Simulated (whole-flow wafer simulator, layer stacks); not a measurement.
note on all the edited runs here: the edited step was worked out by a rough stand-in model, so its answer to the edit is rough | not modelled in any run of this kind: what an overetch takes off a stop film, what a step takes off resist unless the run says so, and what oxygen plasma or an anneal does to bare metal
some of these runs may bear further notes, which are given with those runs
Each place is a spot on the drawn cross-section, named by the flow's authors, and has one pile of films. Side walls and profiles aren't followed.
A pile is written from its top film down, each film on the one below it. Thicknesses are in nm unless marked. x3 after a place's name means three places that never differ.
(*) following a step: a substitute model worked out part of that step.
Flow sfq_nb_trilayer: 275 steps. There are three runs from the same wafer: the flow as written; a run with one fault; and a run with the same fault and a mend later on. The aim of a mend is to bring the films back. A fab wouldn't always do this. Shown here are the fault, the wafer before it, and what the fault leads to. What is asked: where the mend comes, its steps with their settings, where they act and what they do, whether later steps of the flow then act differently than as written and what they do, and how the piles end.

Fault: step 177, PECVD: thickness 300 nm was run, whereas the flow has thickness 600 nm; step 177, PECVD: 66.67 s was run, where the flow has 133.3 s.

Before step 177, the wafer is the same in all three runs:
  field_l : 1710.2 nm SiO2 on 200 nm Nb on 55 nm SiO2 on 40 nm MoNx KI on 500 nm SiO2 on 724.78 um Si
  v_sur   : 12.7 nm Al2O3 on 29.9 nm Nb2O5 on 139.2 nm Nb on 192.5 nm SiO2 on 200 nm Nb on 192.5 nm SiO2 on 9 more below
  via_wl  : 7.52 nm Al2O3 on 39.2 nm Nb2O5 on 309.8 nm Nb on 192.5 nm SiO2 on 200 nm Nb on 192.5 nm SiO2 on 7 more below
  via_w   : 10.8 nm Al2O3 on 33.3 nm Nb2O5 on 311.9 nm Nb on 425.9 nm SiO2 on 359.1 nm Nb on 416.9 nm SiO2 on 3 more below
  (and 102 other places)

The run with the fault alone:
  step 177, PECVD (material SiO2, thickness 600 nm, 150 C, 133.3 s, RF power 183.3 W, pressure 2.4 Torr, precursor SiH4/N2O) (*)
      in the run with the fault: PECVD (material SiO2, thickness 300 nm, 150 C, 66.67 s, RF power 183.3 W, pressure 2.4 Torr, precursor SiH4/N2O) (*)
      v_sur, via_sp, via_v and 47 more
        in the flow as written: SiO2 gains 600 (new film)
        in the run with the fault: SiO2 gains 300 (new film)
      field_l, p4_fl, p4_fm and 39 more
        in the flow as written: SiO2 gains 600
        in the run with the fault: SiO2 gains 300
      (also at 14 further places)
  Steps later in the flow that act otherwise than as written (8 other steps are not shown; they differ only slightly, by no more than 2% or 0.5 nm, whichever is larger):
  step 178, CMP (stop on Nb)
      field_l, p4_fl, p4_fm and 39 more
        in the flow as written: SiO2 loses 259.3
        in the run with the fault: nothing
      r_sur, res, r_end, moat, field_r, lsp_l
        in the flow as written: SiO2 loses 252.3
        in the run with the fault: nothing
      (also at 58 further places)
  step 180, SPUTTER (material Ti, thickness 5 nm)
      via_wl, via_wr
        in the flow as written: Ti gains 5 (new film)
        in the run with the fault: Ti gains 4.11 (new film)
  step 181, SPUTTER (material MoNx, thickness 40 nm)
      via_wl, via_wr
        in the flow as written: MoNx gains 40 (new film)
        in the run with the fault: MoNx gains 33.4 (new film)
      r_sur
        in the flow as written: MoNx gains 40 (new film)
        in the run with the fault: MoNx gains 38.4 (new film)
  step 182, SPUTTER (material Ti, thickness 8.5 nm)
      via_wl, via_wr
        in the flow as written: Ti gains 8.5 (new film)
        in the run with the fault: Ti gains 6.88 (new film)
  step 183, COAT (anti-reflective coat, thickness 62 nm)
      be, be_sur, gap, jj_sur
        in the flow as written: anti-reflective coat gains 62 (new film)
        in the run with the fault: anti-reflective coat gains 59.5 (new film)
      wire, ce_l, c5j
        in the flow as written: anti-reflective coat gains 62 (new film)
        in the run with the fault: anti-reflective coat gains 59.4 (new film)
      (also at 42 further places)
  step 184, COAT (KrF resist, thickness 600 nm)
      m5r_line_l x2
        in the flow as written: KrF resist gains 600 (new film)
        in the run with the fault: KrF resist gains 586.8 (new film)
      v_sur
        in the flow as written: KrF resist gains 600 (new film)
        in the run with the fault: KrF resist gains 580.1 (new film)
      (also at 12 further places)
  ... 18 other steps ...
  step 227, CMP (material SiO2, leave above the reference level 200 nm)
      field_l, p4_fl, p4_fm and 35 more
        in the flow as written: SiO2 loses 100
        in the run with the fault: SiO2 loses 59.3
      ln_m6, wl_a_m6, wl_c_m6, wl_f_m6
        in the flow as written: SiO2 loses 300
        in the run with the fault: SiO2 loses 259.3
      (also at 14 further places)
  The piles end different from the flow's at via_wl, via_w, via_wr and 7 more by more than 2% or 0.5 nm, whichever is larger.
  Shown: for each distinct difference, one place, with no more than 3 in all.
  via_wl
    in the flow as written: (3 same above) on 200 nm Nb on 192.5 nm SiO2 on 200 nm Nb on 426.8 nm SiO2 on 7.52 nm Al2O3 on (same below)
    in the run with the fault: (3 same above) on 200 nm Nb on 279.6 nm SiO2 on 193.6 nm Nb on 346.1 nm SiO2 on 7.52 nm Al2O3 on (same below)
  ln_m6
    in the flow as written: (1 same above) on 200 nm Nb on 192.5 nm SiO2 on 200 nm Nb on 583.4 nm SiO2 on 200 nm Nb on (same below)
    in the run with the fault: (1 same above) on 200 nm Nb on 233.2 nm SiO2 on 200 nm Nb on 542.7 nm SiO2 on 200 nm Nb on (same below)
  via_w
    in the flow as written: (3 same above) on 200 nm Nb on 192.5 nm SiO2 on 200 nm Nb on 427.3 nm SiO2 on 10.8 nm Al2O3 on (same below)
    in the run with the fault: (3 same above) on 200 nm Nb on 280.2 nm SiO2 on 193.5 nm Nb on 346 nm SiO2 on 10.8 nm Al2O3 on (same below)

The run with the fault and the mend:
  The mend follows step 177.
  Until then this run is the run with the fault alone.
  step 177a, PECVD (material SiO2, thickness 300 nm, 150 C, 66.67 s, RF power 183.3 W, pressure 2.4 Torr, precursor SiH4/N2O) (*) (the flow's step 177 again, with other settings)
      field_l, v_sur, via_sp and 94 more
        SiO2 gains 300
      r_sur, res, r_end, moat, field_r, lsp_l
        SiO2 gains 296.6
      via_wl, via_w, via_wr
        SiO2 gains 286
  Steps later in the flow that act otherwise than as written:
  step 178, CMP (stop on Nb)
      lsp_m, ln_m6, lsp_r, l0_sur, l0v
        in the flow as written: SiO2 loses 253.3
        in the run with the mend: SiO2 loses 259.3
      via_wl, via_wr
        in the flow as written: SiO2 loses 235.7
        in the run with the mend: SiO2 loses 206.3
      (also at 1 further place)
  The piles end the same as the flow's at every place that both follow.
